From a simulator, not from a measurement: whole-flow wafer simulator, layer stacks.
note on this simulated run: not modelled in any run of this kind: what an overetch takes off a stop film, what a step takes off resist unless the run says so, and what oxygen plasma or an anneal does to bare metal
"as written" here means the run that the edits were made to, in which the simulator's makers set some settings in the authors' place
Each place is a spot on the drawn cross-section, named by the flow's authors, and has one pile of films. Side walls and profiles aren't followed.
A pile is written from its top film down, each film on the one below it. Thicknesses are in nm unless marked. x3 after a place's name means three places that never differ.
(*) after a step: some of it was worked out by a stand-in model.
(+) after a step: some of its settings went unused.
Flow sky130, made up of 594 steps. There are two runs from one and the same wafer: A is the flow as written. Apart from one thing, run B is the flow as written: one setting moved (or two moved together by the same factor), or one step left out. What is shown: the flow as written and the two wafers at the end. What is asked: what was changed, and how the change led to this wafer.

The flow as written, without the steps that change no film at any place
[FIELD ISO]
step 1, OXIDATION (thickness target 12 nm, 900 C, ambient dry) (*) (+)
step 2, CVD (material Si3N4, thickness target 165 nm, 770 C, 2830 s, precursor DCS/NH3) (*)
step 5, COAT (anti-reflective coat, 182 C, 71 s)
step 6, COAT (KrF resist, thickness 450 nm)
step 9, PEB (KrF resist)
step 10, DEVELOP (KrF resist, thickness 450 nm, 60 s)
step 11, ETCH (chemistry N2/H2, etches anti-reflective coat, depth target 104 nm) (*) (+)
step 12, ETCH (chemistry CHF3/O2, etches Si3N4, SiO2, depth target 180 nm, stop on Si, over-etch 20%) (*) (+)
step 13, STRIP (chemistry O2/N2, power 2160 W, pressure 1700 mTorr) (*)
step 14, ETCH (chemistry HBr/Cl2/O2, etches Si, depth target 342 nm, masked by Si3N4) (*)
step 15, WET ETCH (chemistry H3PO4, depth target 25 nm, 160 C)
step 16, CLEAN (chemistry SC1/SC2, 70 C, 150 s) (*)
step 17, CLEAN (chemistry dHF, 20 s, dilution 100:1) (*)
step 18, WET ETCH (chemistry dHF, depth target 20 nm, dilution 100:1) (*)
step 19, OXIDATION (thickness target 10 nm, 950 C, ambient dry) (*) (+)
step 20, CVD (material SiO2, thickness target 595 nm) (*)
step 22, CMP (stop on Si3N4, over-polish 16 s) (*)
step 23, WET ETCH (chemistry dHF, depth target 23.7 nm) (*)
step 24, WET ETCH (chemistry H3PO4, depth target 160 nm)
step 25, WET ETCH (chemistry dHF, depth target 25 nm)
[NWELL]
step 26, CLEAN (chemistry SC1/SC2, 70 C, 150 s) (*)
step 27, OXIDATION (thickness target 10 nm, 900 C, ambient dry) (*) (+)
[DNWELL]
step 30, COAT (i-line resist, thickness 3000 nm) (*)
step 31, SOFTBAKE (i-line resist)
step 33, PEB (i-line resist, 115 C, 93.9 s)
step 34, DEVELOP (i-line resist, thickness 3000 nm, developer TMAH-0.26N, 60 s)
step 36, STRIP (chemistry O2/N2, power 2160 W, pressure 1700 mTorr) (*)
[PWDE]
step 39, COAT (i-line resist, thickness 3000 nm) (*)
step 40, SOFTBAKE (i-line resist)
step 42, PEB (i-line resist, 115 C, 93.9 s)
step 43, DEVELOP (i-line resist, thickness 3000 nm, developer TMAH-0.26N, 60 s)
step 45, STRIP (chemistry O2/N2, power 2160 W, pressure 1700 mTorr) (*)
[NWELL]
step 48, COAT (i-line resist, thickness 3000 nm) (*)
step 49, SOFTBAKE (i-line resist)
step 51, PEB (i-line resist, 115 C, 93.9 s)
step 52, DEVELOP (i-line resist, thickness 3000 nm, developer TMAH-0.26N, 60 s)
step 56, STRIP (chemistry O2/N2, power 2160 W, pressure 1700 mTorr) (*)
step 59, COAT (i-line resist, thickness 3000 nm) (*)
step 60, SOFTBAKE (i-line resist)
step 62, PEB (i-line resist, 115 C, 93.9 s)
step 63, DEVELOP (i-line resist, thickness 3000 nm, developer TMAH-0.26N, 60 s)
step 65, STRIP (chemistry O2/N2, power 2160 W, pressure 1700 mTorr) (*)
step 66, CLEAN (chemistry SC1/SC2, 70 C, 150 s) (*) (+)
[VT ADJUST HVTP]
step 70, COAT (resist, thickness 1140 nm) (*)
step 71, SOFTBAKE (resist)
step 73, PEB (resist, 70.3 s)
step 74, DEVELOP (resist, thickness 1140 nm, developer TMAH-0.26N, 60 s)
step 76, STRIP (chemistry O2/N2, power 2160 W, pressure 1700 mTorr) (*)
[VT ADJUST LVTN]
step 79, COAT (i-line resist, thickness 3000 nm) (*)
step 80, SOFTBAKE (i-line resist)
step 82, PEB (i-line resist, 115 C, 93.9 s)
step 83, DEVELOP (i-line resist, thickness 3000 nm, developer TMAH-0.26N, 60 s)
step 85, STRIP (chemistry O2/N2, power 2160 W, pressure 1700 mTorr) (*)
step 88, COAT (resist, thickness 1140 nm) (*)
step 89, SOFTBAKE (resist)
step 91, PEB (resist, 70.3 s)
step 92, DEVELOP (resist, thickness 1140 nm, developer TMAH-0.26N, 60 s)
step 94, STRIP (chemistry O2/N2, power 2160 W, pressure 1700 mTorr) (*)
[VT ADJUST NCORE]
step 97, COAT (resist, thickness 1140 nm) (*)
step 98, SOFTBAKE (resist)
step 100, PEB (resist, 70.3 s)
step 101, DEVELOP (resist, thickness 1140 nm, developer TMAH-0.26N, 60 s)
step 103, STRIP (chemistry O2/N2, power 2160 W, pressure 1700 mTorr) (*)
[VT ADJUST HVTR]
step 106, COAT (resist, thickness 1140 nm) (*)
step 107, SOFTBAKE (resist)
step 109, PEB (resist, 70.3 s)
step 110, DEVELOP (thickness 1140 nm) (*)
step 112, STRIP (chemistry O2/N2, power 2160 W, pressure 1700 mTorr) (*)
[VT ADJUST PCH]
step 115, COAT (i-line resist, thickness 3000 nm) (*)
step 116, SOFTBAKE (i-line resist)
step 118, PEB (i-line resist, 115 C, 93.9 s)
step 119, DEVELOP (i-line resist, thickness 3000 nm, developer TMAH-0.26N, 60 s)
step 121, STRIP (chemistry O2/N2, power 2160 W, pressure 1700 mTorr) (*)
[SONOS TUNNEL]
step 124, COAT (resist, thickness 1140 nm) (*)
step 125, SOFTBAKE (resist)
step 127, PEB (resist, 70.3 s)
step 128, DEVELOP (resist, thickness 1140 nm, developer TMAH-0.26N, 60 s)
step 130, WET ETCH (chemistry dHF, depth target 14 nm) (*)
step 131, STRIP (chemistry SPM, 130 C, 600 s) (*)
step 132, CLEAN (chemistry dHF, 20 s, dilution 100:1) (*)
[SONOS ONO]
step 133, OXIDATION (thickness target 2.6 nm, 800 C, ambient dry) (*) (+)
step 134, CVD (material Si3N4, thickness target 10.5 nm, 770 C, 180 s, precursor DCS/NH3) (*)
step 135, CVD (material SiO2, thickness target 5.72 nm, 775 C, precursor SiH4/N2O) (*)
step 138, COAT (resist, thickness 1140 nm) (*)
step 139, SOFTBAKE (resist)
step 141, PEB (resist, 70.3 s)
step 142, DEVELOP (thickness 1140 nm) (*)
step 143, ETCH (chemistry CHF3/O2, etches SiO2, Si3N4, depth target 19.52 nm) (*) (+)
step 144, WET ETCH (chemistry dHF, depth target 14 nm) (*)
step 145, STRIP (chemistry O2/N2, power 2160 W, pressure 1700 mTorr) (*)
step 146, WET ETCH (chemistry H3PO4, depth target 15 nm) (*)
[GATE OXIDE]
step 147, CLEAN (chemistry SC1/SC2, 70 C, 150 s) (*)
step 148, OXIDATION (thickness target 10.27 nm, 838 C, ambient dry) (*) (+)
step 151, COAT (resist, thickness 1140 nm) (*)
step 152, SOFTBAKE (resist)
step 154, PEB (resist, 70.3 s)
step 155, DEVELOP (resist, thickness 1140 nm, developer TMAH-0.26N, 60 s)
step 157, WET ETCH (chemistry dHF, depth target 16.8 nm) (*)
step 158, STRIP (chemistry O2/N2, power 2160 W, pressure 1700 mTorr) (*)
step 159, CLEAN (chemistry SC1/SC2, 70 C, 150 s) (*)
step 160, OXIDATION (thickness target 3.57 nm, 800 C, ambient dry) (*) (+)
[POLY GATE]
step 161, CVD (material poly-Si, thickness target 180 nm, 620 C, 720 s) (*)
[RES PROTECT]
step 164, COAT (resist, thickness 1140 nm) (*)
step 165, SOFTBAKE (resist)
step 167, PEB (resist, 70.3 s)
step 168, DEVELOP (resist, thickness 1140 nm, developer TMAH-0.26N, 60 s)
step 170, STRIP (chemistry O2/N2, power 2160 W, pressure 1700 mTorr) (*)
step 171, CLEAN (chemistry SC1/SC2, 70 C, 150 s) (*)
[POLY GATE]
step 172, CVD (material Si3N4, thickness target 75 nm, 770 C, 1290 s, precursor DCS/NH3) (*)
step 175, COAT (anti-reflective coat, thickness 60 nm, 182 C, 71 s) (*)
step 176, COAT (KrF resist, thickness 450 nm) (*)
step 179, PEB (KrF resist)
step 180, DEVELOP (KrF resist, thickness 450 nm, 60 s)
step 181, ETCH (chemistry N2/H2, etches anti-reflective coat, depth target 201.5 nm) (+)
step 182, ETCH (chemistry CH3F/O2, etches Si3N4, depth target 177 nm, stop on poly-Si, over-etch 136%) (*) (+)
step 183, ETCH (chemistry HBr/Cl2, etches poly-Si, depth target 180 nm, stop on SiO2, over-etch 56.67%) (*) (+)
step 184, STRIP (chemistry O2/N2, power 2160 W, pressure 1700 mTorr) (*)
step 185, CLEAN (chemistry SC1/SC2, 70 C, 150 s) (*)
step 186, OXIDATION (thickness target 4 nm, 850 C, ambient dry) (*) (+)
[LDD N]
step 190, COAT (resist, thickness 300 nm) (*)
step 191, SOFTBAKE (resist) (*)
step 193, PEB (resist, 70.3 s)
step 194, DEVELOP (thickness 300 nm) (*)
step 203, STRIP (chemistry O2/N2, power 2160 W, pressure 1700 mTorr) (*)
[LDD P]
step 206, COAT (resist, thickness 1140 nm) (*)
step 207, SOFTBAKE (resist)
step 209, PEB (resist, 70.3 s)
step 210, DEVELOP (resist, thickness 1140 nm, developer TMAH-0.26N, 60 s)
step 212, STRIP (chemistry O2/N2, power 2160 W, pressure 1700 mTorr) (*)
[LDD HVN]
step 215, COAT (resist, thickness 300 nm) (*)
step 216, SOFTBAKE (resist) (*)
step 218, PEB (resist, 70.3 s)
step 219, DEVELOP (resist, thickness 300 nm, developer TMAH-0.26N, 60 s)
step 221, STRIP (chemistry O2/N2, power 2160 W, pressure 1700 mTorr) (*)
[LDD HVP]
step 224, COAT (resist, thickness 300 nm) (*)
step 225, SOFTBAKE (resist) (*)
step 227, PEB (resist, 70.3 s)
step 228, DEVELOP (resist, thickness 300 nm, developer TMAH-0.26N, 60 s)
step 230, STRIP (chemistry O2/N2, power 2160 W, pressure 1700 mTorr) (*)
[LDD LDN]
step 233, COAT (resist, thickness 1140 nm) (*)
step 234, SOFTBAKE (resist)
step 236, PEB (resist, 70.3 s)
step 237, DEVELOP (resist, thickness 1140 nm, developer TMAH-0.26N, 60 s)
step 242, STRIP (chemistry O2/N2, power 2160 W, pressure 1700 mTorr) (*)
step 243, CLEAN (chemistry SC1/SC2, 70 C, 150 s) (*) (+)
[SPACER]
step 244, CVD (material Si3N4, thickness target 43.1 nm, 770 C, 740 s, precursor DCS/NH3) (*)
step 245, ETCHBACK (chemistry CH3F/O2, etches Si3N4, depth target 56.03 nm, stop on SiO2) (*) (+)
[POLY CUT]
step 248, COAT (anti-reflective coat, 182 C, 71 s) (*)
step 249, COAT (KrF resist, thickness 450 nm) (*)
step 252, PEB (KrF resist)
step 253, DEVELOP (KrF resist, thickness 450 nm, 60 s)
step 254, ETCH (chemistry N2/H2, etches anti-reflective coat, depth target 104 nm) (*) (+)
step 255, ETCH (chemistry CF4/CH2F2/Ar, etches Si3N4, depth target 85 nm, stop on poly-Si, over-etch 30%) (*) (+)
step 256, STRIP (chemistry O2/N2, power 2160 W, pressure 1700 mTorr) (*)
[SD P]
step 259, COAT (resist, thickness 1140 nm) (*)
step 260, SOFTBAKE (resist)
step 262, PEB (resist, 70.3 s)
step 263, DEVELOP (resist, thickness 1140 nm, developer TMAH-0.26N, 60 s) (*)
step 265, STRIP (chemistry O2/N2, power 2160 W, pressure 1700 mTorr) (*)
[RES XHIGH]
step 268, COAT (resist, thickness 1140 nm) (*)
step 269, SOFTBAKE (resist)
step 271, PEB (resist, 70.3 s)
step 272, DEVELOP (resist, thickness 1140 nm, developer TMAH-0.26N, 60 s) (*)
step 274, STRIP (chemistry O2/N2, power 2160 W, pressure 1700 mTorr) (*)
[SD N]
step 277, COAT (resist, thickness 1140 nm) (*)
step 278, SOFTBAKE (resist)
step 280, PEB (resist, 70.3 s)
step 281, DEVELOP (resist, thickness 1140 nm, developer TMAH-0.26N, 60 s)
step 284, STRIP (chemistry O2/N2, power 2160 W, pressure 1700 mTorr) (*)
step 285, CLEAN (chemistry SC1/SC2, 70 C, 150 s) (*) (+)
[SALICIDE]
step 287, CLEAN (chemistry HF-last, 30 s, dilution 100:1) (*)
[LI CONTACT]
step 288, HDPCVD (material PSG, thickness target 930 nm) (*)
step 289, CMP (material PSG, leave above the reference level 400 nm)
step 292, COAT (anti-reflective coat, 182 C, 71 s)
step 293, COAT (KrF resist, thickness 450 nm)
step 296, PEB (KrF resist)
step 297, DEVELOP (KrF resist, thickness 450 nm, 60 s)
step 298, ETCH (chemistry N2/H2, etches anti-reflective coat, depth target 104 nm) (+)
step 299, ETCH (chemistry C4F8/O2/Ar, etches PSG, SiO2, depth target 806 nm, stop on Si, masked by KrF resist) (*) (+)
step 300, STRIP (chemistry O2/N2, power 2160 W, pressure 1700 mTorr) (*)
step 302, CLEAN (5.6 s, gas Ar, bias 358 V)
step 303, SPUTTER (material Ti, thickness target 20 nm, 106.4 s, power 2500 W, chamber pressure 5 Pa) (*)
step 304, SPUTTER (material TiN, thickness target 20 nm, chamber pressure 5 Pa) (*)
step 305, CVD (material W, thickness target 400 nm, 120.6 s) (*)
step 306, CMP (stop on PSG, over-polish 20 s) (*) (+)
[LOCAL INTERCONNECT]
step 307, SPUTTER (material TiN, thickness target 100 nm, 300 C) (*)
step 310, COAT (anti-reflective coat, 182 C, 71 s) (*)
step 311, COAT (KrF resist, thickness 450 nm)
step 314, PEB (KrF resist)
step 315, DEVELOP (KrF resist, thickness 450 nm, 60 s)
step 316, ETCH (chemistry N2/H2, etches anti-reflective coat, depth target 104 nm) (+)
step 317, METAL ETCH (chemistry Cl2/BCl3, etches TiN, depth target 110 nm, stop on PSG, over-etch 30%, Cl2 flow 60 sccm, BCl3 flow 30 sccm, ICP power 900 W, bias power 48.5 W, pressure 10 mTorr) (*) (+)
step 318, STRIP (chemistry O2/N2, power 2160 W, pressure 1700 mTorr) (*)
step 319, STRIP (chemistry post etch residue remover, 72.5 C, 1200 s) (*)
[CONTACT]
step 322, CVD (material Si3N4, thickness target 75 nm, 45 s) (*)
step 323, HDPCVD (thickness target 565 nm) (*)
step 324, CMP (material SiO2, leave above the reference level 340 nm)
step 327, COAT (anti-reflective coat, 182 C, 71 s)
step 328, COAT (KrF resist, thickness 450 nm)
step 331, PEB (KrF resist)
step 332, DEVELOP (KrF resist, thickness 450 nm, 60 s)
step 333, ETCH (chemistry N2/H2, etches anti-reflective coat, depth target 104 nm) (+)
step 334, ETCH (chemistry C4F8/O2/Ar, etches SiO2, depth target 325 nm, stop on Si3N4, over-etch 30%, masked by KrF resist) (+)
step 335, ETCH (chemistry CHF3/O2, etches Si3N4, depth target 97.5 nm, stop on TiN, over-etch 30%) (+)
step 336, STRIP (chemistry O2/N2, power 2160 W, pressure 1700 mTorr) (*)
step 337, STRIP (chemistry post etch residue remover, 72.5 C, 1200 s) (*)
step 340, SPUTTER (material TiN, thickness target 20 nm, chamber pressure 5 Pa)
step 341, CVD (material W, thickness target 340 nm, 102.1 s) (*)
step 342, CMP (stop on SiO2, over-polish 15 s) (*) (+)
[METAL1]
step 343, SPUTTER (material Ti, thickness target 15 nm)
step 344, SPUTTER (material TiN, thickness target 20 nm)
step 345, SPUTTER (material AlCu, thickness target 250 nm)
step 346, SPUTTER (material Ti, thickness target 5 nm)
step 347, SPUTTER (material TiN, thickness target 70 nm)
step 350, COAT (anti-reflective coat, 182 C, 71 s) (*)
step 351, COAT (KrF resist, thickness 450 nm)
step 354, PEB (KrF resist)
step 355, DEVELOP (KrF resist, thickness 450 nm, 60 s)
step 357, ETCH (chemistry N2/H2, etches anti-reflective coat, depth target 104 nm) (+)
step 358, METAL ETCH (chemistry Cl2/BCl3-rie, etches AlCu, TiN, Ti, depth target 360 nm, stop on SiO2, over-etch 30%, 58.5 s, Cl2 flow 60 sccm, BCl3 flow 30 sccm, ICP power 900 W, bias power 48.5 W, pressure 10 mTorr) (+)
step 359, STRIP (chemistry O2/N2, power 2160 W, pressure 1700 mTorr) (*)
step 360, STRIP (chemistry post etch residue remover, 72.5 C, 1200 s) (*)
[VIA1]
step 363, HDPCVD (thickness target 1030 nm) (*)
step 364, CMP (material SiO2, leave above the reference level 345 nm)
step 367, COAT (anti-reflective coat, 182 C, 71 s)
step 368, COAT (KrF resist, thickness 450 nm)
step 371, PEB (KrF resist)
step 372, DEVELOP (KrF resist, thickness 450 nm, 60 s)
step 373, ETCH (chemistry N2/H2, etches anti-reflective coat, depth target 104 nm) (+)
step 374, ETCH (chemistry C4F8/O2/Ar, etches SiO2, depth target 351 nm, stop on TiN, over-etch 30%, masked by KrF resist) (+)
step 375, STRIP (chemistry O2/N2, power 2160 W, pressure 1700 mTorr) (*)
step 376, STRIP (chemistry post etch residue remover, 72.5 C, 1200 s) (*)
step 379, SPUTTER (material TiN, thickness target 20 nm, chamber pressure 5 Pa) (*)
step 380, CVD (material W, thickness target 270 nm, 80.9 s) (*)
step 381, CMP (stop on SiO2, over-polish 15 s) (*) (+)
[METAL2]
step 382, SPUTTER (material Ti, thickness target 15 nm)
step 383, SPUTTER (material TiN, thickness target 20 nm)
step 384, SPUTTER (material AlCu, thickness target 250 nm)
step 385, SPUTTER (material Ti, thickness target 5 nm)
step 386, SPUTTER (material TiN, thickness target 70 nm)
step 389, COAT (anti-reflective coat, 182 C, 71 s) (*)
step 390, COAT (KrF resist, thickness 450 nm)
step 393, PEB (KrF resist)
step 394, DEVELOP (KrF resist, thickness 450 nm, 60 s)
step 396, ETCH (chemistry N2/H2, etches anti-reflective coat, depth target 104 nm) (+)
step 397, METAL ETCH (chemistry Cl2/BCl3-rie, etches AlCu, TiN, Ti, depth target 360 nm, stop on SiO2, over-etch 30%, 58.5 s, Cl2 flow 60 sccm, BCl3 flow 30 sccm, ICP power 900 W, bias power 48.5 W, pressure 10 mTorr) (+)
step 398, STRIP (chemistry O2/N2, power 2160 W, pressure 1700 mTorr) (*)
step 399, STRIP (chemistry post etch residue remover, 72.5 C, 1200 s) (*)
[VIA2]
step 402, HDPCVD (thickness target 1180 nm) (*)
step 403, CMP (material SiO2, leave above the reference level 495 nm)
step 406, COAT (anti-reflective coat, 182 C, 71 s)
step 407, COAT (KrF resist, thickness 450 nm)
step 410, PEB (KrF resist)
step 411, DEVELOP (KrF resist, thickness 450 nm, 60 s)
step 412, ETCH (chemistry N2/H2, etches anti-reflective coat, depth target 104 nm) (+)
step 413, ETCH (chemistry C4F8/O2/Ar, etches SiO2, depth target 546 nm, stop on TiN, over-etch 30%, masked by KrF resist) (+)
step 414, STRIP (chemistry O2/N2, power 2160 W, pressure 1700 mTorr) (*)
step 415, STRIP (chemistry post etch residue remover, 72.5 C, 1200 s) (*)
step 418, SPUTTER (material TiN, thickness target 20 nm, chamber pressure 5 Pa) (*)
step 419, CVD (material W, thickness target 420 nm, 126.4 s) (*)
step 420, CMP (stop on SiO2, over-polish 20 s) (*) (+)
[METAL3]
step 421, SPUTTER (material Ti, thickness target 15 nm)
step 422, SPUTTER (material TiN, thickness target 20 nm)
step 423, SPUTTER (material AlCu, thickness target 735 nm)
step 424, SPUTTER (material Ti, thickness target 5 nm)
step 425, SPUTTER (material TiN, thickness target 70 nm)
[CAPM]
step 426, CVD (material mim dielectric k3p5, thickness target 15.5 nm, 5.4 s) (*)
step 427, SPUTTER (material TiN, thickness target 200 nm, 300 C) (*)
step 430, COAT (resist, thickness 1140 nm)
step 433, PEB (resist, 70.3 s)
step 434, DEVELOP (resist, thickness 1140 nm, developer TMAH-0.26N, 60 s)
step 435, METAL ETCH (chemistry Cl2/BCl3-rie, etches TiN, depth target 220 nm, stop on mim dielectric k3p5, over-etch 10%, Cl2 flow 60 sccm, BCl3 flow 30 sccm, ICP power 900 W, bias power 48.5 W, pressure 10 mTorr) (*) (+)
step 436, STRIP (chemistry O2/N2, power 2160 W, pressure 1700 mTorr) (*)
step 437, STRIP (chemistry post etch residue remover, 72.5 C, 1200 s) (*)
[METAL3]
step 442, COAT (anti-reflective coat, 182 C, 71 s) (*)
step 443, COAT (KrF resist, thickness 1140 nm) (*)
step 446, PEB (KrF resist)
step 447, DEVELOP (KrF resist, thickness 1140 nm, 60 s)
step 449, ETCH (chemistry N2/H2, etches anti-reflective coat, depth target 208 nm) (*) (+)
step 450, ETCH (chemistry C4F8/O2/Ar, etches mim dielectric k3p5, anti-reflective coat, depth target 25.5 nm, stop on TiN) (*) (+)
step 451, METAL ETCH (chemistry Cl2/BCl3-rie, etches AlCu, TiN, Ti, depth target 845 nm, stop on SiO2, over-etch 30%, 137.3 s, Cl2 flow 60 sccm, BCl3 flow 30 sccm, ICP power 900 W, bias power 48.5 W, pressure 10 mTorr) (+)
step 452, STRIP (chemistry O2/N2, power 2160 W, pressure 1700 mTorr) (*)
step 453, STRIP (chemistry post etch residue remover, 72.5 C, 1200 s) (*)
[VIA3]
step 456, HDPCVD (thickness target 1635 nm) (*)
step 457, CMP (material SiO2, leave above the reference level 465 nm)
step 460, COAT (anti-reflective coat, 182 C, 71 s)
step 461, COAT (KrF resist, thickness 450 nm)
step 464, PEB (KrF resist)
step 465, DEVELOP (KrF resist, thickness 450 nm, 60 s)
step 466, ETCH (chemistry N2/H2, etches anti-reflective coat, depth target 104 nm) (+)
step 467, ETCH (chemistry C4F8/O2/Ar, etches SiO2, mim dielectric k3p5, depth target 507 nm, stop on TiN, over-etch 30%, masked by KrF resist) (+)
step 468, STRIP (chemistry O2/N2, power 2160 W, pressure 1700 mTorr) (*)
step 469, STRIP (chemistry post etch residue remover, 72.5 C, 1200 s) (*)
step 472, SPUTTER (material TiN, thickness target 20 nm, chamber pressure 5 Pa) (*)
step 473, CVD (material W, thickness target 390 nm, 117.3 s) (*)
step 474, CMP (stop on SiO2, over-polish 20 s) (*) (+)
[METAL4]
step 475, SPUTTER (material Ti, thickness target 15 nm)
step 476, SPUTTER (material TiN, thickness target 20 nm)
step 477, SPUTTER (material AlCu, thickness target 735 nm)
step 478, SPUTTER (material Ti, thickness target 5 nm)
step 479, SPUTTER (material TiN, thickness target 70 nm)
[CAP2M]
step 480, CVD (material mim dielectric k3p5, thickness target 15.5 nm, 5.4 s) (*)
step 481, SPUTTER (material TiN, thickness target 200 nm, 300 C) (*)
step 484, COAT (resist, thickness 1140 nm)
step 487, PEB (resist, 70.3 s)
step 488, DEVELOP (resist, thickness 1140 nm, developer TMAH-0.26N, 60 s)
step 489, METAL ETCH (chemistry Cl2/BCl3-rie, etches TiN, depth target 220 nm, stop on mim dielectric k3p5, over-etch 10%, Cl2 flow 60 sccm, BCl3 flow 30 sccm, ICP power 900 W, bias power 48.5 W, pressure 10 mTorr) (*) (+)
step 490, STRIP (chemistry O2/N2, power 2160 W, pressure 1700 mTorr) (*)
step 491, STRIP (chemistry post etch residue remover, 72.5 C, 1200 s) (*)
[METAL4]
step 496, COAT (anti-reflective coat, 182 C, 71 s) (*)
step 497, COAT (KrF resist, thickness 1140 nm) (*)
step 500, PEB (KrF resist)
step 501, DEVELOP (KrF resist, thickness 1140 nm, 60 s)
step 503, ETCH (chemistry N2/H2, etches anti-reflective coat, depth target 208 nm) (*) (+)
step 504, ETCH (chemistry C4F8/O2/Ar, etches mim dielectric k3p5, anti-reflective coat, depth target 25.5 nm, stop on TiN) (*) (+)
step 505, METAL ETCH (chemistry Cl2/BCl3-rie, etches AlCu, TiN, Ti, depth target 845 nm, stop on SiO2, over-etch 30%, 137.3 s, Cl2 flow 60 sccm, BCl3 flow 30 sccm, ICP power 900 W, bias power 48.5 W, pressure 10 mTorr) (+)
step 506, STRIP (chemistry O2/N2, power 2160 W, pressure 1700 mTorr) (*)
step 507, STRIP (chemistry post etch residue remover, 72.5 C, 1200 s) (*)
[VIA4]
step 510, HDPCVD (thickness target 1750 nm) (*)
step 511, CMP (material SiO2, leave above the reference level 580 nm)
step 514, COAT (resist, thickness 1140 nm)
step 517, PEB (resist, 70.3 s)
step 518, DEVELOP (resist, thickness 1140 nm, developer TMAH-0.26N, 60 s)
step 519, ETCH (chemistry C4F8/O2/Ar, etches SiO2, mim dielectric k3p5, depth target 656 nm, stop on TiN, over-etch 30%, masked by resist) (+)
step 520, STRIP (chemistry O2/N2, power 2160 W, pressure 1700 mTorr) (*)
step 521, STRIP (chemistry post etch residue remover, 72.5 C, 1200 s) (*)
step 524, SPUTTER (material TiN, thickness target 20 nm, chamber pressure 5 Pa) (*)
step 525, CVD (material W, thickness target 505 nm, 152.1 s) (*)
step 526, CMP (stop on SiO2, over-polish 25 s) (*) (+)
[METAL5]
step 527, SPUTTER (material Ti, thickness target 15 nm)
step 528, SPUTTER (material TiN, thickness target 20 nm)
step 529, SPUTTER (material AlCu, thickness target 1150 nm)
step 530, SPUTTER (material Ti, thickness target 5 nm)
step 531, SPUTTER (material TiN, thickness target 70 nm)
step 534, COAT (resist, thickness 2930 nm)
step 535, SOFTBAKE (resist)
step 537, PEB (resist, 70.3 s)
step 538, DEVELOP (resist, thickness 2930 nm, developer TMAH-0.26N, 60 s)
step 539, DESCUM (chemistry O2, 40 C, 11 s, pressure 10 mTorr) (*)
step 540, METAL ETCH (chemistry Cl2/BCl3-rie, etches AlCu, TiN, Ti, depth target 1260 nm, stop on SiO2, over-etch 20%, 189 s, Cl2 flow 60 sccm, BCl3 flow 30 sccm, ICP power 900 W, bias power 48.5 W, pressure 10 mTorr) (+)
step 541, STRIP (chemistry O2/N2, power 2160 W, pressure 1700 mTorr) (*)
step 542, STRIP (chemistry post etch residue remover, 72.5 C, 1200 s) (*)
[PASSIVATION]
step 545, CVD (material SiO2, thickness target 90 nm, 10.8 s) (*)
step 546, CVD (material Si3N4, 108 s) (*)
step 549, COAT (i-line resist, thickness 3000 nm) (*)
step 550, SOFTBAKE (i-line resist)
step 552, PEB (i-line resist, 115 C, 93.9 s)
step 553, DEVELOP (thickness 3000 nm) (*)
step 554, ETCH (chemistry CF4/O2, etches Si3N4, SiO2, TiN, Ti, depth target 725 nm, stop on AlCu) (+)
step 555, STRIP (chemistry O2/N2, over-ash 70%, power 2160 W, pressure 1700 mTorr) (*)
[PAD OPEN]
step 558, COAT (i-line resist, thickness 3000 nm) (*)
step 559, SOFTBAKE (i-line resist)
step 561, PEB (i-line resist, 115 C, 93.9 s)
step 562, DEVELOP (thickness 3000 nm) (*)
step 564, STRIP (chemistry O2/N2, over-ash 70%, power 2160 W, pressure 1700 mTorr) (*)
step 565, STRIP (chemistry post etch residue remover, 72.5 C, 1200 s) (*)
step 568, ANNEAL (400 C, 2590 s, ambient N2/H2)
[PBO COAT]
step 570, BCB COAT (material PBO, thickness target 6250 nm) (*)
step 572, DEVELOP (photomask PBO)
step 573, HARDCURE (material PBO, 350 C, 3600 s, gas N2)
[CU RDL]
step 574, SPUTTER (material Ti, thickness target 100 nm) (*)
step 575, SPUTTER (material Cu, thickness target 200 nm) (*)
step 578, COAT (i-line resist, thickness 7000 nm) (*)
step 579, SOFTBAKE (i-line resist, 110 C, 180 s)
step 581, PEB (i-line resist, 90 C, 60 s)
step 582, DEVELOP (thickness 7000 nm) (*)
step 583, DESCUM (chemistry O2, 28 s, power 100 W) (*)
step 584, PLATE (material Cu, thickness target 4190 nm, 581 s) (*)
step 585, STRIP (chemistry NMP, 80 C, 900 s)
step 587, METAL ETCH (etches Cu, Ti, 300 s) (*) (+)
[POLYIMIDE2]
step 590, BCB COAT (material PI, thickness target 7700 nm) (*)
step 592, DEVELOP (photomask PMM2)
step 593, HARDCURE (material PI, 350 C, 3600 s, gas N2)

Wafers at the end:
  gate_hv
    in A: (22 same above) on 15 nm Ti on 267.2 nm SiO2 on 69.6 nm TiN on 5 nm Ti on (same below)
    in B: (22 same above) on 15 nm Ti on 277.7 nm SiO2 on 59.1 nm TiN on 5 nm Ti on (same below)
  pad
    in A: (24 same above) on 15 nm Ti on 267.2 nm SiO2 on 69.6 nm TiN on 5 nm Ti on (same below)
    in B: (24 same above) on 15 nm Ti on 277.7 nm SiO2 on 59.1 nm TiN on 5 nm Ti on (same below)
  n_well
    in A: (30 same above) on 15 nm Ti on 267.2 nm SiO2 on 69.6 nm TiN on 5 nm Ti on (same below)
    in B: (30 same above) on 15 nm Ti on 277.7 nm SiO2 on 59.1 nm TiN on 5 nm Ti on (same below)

The reason: step 347, SPUTTER: thickness target 59.5 nm was run, while the flow as written has thickness target 70 nm.

How this came from the change, step by step:
  step 347, SPUTTER (material TiN, thickness target 70 nm)
      field, active, n_well and 188 more: A TiN gains 70 (new film) | B TiN gains 59.5 (new film)
  step 358, METAL ETCH (chemistry Cl2/BCl3-rie, etches AlCu, TiN, Ti, depth target 360 nm, stop on SiO2, over-etch 30%, 58.5 s, Cl2 flow 60 sccm, BCl3 flow 30 sccm, ICP power 900 W, bias power 48.5 W, pressure 10 mTorr) (+)
      field, active, gate and 81 more: A TiN loses 68.7 (all of it), Ti loses 5 (all of it), AlCu loses 250 (all of it), TiN loses 20 (all of it), Ti loses 15 (all of it), SiO2 loses 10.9 | B TiN loses 58.2 (all of it), Ti loses 5 (all of it), AlCu loses 250 (all of it), TiN loses 20 (all of it), Ti loses 15 (all of it), SiO2 loses 12
  step 374, ETCH (chemistry C4F8/O2/Ar, etches SiO2, depth target 351 nm, stop on TiN, over-etch 30%, masked by KrF resist) (+)
      m1, via1_hole: A SiO2 loses 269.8 (all of it) | B SiO2 loses 280.3 (all of it)
